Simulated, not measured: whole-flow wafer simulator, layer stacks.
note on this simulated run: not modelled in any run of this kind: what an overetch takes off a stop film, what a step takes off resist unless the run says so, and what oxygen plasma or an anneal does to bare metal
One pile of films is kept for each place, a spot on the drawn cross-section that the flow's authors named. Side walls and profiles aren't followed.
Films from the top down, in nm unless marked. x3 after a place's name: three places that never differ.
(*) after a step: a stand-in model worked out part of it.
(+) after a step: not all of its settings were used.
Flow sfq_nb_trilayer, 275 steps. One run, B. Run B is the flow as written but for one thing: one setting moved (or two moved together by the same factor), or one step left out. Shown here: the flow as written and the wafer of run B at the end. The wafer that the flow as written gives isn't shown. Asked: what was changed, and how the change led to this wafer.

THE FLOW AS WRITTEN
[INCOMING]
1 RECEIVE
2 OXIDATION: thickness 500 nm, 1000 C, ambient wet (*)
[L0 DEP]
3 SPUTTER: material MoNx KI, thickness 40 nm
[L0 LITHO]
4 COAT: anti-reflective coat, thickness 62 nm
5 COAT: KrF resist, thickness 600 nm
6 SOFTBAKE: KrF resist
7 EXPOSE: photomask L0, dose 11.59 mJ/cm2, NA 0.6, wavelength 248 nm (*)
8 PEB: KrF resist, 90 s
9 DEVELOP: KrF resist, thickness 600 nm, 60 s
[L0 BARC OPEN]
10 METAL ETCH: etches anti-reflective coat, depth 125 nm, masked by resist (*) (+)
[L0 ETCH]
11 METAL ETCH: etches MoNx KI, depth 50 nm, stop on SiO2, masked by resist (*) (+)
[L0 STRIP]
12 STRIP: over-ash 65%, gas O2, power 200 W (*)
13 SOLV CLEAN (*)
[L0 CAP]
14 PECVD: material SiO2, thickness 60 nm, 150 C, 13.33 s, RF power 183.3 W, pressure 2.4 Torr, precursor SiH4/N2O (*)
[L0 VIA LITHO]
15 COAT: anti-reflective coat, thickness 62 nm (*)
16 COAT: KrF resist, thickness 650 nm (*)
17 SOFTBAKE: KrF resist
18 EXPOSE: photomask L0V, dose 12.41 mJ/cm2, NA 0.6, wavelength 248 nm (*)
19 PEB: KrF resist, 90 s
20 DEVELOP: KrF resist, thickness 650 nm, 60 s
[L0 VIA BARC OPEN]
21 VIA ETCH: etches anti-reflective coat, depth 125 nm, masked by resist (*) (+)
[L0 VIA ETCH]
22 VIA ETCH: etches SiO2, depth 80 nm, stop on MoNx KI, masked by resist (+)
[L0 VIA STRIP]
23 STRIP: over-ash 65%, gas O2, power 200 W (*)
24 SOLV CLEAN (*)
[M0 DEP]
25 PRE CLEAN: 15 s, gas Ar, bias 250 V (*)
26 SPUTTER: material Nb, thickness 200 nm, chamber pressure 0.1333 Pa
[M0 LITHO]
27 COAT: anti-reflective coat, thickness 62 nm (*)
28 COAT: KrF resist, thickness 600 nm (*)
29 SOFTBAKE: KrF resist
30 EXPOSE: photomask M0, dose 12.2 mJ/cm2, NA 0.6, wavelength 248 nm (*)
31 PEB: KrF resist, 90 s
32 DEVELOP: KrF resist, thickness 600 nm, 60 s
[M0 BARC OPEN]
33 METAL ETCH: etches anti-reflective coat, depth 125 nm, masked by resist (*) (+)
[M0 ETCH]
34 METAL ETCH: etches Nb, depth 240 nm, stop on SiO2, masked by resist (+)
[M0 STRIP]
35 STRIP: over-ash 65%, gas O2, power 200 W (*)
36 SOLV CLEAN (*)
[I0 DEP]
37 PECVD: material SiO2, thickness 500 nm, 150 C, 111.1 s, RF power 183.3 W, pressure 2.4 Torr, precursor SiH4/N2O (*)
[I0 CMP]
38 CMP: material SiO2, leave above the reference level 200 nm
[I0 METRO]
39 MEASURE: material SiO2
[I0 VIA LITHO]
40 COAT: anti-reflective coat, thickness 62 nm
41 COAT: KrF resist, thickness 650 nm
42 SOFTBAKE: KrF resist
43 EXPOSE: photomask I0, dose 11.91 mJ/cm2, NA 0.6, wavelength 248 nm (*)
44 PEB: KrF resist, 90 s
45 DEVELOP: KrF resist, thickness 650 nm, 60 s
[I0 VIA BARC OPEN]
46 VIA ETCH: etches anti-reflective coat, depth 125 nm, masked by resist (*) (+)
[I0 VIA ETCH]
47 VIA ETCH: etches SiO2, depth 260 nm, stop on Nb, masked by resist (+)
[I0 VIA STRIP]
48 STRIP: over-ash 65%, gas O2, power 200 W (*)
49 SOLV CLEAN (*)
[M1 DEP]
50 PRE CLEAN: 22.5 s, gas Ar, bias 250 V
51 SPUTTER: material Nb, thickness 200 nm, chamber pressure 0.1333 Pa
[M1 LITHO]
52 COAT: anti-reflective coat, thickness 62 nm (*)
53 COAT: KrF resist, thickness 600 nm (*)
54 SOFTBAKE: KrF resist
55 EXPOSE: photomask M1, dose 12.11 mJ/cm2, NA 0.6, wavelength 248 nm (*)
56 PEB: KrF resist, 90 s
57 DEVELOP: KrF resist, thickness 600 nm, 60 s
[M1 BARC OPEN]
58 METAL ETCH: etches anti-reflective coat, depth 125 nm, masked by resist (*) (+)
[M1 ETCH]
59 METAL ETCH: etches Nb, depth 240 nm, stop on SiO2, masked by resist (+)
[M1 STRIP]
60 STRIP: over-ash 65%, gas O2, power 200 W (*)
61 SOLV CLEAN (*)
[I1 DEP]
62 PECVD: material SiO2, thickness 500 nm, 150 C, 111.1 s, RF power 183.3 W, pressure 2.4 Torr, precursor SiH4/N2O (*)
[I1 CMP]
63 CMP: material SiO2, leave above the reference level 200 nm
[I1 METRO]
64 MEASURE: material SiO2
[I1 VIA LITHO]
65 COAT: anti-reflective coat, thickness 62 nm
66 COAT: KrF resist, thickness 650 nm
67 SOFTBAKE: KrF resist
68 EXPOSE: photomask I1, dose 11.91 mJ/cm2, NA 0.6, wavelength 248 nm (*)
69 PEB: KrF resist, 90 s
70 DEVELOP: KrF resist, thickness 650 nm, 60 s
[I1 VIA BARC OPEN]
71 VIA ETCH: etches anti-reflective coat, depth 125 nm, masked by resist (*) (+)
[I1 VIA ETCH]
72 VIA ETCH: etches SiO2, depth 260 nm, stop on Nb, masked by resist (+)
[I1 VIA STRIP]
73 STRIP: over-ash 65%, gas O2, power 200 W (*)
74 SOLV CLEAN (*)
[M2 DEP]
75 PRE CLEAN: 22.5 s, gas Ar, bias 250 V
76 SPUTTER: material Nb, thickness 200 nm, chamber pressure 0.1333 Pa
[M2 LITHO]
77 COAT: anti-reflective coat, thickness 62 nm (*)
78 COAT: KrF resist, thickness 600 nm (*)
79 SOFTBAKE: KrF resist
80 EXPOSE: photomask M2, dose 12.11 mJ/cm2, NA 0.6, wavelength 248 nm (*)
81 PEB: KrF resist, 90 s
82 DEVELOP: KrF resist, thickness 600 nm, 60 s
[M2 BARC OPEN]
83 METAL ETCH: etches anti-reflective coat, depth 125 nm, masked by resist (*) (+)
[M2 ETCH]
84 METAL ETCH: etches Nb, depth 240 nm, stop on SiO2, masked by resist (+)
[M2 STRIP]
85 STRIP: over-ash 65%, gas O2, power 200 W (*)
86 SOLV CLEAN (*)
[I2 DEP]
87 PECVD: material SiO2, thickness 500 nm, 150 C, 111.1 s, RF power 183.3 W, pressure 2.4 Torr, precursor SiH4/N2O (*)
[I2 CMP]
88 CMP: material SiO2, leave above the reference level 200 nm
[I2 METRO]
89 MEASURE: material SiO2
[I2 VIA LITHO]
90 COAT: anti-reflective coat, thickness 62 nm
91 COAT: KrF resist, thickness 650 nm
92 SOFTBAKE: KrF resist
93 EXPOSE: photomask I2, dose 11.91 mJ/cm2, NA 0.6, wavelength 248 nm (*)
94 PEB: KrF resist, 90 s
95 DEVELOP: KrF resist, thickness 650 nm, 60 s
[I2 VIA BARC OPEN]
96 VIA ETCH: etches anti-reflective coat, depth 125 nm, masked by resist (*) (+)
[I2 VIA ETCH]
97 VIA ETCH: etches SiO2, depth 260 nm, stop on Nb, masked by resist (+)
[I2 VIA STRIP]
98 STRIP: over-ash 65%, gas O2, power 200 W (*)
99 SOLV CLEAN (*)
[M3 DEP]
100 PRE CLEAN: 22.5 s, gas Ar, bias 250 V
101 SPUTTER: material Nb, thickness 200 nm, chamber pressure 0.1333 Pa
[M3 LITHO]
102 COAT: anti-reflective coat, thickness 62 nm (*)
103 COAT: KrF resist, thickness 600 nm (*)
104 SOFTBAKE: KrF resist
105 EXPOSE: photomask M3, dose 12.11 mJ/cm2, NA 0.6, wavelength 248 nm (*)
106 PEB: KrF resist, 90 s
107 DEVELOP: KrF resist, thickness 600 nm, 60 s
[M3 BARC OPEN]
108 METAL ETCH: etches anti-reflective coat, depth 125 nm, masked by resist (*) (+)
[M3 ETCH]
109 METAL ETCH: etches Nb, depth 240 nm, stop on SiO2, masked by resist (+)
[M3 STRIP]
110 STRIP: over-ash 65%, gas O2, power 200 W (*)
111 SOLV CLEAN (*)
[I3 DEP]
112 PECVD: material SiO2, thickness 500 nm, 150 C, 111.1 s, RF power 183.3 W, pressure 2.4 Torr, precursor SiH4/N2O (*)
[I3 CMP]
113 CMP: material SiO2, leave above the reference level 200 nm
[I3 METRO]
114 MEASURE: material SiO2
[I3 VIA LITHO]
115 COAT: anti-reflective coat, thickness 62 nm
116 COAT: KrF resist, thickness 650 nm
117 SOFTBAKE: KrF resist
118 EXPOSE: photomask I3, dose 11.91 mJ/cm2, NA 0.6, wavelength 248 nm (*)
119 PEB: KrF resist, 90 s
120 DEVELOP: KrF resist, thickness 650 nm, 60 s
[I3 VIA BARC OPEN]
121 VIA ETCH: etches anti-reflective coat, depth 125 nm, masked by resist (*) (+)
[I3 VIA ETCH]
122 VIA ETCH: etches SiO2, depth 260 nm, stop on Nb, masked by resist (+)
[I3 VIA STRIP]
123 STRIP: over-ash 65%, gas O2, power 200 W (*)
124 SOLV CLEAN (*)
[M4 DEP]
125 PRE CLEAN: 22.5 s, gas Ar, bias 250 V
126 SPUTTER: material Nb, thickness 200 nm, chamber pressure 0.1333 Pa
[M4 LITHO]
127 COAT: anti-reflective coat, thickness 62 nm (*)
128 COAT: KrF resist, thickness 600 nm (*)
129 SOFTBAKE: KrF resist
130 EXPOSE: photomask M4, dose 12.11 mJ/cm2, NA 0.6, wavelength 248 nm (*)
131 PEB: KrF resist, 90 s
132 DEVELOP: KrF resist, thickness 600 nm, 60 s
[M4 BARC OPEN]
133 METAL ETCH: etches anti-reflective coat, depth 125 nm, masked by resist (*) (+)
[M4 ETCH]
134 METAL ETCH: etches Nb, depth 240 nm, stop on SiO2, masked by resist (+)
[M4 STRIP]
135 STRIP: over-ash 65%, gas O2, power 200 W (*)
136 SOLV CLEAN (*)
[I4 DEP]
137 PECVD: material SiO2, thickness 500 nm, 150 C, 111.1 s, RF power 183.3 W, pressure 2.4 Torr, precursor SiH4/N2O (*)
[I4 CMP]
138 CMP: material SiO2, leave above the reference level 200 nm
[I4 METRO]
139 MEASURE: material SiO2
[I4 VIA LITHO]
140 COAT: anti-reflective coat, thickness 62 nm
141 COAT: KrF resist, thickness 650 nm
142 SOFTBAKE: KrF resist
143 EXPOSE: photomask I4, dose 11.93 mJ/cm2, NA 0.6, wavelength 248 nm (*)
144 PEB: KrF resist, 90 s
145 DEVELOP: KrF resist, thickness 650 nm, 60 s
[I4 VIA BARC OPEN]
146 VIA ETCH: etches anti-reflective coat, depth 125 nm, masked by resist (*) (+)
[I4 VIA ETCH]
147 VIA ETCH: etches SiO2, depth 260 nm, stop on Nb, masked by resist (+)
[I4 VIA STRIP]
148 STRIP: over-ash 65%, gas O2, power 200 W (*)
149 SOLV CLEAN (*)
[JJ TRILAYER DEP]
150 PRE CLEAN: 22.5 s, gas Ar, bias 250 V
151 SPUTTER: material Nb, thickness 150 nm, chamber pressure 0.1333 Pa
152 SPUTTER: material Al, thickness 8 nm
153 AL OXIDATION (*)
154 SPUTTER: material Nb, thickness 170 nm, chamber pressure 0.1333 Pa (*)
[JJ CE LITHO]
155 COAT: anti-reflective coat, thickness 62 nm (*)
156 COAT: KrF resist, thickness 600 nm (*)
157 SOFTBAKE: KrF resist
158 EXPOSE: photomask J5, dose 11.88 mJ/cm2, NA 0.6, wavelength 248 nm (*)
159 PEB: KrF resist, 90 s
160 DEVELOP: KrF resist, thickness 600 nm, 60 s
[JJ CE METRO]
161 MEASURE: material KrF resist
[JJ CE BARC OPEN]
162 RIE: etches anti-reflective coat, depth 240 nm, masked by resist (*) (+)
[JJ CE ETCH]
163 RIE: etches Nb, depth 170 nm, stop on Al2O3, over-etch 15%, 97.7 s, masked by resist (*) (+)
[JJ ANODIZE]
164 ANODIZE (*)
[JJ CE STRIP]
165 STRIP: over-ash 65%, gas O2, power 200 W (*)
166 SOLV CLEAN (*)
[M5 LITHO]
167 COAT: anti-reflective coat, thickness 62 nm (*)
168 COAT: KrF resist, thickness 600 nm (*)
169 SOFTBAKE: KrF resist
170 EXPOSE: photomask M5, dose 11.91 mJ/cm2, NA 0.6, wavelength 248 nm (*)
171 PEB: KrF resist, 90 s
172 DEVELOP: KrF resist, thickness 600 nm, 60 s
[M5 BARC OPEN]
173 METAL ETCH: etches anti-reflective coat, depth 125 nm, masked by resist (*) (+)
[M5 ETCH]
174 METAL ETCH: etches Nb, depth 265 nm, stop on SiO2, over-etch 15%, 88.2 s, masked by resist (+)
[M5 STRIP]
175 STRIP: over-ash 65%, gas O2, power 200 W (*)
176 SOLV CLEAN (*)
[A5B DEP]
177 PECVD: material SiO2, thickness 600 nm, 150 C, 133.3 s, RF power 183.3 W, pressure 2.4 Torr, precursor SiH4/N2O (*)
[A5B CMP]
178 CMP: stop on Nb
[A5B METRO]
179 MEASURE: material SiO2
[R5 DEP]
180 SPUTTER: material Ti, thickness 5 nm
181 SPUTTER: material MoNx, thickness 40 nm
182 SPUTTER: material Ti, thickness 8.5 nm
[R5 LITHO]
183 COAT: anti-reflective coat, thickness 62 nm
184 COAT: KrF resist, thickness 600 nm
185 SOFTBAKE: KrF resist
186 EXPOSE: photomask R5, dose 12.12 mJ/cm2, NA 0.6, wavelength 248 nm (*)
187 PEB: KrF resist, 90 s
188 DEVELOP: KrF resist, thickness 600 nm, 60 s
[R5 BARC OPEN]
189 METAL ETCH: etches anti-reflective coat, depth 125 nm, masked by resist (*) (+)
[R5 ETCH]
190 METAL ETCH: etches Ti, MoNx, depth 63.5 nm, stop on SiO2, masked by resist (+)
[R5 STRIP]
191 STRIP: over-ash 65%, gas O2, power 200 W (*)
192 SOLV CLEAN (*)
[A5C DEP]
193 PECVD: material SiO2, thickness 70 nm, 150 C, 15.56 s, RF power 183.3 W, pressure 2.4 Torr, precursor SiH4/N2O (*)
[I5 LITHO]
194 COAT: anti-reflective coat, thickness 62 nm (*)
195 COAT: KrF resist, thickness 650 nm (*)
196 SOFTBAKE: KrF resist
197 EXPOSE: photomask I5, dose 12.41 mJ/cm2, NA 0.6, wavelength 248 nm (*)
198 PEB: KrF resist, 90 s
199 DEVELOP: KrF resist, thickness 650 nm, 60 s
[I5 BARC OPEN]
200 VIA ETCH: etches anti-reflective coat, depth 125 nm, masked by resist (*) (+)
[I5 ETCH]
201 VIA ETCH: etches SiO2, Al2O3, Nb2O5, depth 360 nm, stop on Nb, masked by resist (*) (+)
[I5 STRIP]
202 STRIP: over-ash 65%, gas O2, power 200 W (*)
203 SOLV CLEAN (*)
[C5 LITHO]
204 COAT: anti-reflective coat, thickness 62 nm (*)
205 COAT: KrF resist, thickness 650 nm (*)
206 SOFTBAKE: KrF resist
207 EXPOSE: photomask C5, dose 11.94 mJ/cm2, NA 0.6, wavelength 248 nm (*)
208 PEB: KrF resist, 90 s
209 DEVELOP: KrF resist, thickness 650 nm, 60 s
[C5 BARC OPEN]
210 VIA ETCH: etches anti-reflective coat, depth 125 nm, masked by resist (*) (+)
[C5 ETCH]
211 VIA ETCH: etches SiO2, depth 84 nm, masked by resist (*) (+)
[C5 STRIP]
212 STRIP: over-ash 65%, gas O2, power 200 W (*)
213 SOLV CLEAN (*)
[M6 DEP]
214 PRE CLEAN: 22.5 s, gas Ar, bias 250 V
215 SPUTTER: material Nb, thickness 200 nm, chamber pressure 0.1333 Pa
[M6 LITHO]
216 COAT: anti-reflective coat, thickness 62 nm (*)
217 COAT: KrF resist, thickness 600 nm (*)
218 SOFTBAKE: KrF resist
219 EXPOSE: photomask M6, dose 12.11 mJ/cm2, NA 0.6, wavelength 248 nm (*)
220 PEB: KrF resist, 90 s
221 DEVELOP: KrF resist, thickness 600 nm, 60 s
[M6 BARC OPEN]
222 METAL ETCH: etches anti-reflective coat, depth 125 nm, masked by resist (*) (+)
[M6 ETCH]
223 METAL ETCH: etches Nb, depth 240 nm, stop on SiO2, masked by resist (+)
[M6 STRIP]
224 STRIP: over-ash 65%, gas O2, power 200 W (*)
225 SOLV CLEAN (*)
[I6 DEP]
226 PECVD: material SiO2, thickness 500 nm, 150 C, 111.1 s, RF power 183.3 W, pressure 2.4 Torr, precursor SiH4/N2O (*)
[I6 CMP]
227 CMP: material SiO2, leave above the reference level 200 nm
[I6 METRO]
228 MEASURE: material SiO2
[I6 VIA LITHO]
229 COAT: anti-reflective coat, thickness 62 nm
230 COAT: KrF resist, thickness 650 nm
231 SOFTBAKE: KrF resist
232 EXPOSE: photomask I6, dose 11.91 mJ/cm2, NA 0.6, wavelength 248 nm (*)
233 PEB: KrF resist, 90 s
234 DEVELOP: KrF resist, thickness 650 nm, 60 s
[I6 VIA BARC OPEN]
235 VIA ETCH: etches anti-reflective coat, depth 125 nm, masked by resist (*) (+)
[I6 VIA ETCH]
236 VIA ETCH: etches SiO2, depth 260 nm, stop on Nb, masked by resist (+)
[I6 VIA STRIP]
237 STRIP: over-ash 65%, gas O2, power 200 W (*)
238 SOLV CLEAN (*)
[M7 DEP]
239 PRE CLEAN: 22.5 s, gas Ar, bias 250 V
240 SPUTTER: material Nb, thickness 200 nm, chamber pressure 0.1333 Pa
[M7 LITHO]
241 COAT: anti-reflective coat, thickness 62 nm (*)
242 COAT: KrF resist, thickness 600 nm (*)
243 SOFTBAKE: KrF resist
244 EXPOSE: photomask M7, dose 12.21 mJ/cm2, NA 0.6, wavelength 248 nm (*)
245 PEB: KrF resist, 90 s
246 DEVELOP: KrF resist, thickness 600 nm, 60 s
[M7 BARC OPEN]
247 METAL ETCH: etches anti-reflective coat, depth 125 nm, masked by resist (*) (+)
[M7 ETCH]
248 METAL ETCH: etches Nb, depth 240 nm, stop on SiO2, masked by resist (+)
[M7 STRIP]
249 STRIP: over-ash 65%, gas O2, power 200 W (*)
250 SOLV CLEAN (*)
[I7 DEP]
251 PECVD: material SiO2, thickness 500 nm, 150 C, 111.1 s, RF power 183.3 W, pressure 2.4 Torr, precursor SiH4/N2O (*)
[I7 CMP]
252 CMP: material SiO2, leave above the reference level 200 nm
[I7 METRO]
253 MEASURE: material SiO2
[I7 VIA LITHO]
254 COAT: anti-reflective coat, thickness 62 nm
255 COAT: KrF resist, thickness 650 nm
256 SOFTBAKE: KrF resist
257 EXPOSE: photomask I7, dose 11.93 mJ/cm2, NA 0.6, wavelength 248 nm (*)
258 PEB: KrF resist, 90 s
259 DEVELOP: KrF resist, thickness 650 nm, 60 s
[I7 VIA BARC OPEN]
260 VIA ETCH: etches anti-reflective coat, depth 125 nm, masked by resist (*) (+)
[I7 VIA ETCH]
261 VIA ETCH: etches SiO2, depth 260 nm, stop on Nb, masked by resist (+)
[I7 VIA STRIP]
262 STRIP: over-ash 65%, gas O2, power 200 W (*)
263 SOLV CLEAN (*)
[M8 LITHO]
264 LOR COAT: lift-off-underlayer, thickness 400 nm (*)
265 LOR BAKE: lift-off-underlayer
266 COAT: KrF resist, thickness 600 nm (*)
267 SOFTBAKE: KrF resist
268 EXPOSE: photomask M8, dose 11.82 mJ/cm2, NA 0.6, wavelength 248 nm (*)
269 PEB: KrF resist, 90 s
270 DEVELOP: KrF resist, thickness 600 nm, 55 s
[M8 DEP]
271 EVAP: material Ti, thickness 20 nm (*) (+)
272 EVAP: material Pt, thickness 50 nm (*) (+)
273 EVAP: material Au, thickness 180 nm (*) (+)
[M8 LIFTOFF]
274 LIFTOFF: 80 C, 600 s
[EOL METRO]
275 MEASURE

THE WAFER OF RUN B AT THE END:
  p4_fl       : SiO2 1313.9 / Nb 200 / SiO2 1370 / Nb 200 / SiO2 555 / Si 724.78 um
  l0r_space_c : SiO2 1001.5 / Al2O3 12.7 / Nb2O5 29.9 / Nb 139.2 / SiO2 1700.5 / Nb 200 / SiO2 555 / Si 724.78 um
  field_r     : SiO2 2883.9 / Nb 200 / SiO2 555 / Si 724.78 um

The cause: step 138, CMP: leave above the reference level 138 nm was run, where the flow has leave above the reference level 200 nm.

How the change led to this, step by step:
  138 CMP: material SiO2, leave above the reference level 200 nm
      field_l, be, be_sur and 55 more: SiO2 -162 (as written it would be: SiO2 -100)
      v_sur, via_wl, via_w and 35 more: SiO2 -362 (as written it would be: SiO2 -300)
      (and at 10 more places)
  147 VIA ETCH: etches SiO2, depth 260 nm, stop on Nb, masked by resist (+)
      field_l, v_sur, via_sp and 100 more: KrF resist -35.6 (as written it would be: KrF resist -44.8)
      via_wl, via_w, via_wr: SiO2 -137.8 (all of it) (as written it would be: SiO2 -199.8 (all of it))
  151 SPUTTER: material Nb, thickness 150 nm, chamber pressure 0.1333 Pa
      via_wl, via_w, via_wr: Nb +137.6 (as written it would be: Nb +130.4)
  152 SPUTTER: material Al, thickness 8 nm
      via_wl, via_wr: Al +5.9 (new film) (as written it would be: Al +5.14 (new film))
      via_w: Al +7.74 (new film) (as written it would be: Al +7.12 (new film))
  154 SPUTTER: material Nb, thickness 170 nm, chamber pressure 0.1333 Pa (*)
      via_wl, via_wr: Nb +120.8 (new film) (as written it would be: Nb +140.7 (new film))
      via_w: Nb +164.6 (new film) (as written it would be: Nb +141 (new film))
  155 COAT: anti-reflective coat, thickness 62 nm (*)
      via_wl, via_wr: anti-reflective coat +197 (new film) (as written it would be: anti-reflective coat +209.4 (new film))
      v_sur: anti-reflective coat +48 (new film) (as written it would be: anti-reflective coat +45.1 (new film))
      (and at 2 more places)
  156 COAT: KrF resist, thickness 600 nm (*)
      via_wl: KrF resist +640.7 (new film) (as written it would be: KrF resist +663 (new film))
      via_w: KrF resist +693.9 (new film) (as written it would be: KrF resist +763.8 (new film))
      (and at 1 more place)
  160 DEVELOP: KrF resist, thickness 600 nm, 60 s
      via_wl: KrF resist -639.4 (all of it) (as written it would be: KrF resist -661.6 (all of it))
      via_w: KrF resist -692.4 (all of it) (as written it would be: KrF resist -762.1 (all of it))
      (and at 1 more place)
  162 RIE: etches anti-reflective coat, depth 240 nm, masked by resist (*) (+)
      ce_l, c5j, ce_r, wl_jj: KrF resist -197 (as written it would be: KrF resist -209.4)
      via_wl, via_wr: anti-reflective coat -197 (all of it) (as written it would be: anti-reflective coat -209.4 (all of it))
      (and at 3 more places)
  163 RIE: etches Nb, depth 170 nm, stop on Al2O3, over-etch 15%, 97.7 s, masked by resist (*) (+)
      via_w: Nb -164.6 (all of it), Al2O3 -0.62 (as written it would be: Nb -141 (all of it), Al2O3 -0.96 (all of it))
      via_wl, via_wr: Nb -120.8 (all of it), Al2O3 -0.96 (all of it) (as written it would be: Nb -140.7 (all of it), Al2O3 -0.96 (all of it))
  164 ANODIZE (*)
      via_w: Al2O3 +11.8, Nb2O5 +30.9 (new film), Al -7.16 (all of it), Nb -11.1 (as written it would be: Al2O3 +10.8 (new film), Nb2O5 +33.3 (new film), Al -6.54 (all of it), Nb -12)
      via_wl, via_wr: Al2O3 +8.78 (new film), Nb2O5 +36.9 (new film), Al -5.32 (all of it), Nb -13.3 (as written it would be: Al2O3 +7.52 (new film), Nb2O5 +39.2 (new film), Al -4.56 (all of it), Nb -14.1)
  165 STRIP: over-ash 65%, gas O2, power 200 W (*)
      ce_l: KrF resist -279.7 (all of it), anti-reflective coat -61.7 (all of it) (as written it would be: KrF resist -266.8 (all of it), anti-reflective coat -61.4 (all of it))
      c5j: KrF resist -279.7 (all of it), anti-reflective coat -61.7 (all of it) (as written it would be: KrF resist -266.9 (all of it), anti-reflective coat -61.5 (all of it))
      (and at 2 more places)
  167 COAT: anti-reflective coat, thickness 62 nm (*)
      via_wl: anti-reflective coat +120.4 (new film) (as written it would be: anti-reflective coat +170.5 (new film))
      via_w: anti-reflective coat +74.8 (new film) (as written it would be: anti-reflective coat +84.1 (new film))
      (and at 1 more place)
  168 COAT: KrF resist, thickness 600 nm (*)
      via_w: KrF resist +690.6 (new film) (as written it would be: KrF resist +732.6 (new film))
  175 STRIP: over-ash 65%, gas O2, power 200 W (*)
      v_sur: KrF resist -359.7 (all of it), anti-reflective coat -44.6 (all of it) (as written it would be: KrF resist -349.2 (all of it), anti-reflective coat -44.9 (all of it))
      via_wl: KrF resist -422.5 (all of it), anti-reflective coat -120.4 (all of it) (as written it would be: KrF resist -427 (all of it), anti-reflective coat -170.5 (all of it))
      (and at 3 more places)
  178 CMP: stop on Nb
      via_wl, via_wr: SiO2 -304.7 (as written it would be: SiO2 -235.7)
      via_w: SiO2 -304.3 (as written it would be: SiO2 -235.2)
